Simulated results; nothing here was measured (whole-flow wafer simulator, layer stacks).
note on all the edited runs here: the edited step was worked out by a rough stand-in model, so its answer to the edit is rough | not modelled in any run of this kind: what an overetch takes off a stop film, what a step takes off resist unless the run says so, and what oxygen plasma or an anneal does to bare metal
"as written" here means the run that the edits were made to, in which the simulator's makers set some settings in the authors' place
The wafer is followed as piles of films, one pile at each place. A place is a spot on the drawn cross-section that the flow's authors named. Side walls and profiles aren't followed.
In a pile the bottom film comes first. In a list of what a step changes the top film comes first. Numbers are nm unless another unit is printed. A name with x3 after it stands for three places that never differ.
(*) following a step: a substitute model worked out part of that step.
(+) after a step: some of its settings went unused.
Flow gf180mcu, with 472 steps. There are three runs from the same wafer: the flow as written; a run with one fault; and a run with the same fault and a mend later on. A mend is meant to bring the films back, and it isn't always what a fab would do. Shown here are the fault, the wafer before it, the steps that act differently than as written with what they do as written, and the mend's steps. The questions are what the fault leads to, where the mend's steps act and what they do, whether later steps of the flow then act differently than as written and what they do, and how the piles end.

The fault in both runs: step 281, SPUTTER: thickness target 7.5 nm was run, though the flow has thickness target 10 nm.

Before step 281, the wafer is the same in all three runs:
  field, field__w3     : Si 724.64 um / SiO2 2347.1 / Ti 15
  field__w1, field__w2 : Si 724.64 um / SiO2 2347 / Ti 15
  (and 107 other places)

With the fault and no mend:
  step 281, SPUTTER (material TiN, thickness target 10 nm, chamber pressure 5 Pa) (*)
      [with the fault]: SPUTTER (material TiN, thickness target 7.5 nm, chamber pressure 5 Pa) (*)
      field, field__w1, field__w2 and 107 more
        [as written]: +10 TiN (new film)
        [with the fault]: +7.5 TiN (new film)
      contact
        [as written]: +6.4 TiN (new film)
        [with the fault]: +4.81 TiN (new film)
  Later steps of the flow acting differently than as written (1 more step, not shown, differs only slightly: by at most 2% or 0.5 nm, whichever is larger):
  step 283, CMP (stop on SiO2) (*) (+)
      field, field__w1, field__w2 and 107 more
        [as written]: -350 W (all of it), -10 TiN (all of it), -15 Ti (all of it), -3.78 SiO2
        [with the fault]: -350 W (all of it), -7.5 TiN (all of it), -15 Ti (all of it), -3.76 SiO2
  The piles end different from the flow's at contact by more than 2% or 0.5 nm, whichever is larger.
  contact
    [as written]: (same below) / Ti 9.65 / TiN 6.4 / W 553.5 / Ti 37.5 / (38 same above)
    [with the fault]: (same below) / Ti 9.65 / TiN 4.81 / W 555.1 / Ti 37.5 / (38 same above)

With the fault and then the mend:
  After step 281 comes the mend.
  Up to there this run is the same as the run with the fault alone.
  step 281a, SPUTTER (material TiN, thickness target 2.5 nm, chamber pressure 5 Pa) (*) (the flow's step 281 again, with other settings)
      field, field__w1, field__w2 and 107 more
        +2.5 TiN
      contact
        +1.6 TiN
  Later steps of the flow that are run all act as written at every place that is followed.
  By the end, the piles equal the flow's at every place that both follow.
